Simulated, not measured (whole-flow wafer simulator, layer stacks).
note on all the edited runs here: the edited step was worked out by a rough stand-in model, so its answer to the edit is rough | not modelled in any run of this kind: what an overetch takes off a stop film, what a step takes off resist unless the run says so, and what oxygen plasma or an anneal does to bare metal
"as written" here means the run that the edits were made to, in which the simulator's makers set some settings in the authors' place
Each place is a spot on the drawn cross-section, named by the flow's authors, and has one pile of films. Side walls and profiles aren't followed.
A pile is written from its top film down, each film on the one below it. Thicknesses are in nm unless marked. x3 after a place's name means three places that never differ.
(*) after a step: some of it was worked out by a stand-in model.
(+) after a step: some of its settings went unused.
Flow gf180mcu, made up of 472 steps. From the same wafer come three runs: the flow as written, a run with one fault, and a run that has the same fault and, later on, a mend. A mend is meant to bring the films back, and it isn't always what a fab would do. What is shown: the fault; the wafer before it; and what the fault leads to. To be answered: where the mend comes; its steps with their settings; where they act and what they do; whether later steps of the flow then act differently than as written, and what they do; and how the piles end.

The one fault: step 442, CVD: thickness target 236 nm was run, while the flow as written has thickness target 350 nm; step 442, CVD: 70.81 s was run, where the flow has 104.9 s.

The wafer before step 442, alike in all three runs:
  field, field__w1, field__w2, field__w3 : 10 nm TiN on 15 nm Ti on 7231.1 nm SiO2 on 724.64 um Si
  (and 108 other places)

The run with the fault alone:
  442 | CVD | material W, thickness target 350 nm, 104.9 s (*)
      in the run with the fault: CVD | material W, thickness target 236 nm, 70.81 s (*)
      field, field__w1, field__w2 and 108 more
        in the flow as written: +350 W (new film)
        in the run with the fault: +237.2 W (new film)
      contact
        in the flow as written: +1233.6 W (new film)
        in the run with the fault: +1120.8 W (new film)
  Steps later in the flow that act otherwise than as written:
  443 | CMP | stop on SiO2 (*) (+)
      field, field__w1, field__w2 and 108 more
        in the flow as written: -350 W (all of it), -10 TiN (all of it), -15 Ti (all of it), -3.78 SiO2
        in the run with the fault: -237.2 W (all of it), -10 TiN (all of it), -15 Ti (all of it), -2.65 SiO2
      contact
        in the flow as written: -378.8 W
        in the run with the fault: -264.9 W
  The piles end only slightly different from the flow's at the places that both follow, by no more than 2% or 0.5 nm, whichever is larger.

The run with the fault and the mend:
  After step 442 comes the mend.
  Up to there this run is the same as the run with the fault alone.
  442a | CVD | material W, thickness target 114 nm, 34.17 s (a further turn of the flow's step 442, with different settings)
      field, field__w1, field__w2 and 109 more
        +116 W
  Later steps of the flow that are run all act as written at every place that is followed, up to a difference of at most 2% or 0.5 nm, whichever is larger.
  The piles end only slightly different from the flow's at the places that both follow, by no more than 2% or 0.5 nm, whichever is larger.
